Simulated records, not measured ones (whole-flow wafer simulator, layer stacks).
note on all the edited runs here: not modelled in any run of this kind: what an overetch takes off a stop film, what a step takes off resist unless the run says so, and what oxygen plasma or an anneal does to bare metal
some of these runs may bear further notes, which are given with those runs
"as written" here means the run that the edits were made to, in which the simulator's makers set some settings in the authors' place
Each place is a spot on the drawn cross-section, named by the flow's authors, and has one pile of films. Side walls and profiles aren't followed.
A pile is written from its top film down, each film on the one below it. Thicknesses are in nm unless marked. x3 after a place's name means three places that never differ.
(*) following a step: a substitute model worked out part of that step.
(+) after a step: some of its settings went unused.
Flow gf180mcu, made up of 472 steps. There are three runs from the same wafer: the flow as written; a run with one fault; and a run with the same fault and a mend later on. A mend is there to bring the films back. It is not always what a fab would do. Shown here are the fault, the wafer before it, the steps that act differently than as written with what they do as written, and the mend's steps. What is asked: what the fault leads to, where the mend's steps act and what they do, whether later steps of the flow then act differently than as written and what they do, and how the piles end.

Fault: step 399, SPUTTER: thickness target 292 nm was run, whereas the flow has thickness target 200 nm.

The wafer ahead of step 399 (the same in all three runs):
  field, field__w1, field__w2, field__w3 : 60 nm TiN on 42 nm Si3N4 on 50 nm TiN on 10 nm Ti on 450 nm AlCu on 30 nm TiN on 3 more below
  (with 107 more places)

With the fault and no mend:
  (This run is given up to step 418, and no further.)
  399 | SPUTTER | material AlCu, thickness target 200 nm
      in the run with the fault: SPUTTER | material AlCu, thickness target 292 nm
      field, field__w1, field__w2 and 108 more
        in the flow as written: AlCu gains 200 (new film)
        in the run with the fault: AlCu gains 292 (new film)
  Later steps of the flow acting differently than as written (2 more steps, not shown, differ only slightly: by at most 2% or 0.5 nm, whichever is larger):
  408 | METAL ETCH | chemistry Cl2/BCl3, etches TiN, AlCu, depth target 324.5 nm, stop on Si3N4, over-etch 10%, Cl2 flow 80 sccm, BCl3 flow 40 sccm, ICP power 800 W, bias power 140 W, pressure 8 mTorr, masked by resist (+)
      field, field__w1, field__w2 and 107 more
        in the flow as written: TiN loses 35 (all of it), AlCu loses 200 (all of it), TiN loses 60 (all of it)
        in the run with the fault: TiN loses 35 (all of it), AlCu loses 289.5
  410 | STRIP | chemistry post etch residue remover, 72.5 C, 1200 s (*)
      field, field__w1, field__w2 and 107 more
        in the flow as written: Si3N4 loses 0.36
        in the run with the fault: AlCu loses 2.5 (all of it), TiN loses 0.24
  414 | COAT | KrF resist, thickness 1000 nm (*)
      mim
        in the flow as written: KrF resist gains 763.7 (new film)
        in the run with the fault: KrF resist gains 739.6 (new film)
  After step 418, at field, field__w1, field__w2 and 109 more, the piles differ from the flow's by more than 2% or 0.5 nm, whichever is larger.
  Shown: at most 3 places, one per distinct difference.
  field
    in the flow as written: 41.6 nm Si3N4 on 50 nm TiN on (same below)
    in the run with the fault: 59.8 nm TiN on 42 nm Si3N4 on 50 nm TiN on (same below)
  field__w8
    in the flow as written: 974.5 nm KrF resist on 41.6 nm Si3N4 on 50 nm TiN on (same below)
    in the run with the fault: 974.5 nm KrF resist on 59.8 nm TiN on 42 nm Si3N4 on 50 nm TiN on (same below)
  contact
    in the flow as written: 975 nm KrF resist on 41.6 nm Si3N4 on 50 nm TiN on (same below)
    in the run with the fault: 975 nm KrF resist on 59.8 nm TiN on 42 nm Si3N4 on 50 nm TiN on (same below)

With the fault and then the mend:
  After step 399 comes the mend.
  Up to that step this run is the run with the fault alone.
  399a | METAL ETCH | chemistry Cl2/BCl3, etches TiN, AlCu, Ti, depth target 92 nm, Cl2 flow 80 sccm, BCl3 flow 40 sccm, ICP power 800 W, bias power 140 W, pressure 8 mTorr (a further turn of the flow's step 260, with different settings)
      field, field__w1, field__w2 and 108 more
        AlCu loses 92
  Every later step of the flow that is run acts as written at every place that is followed.
  By the end, the piles equal the flow's at every place that both follow.
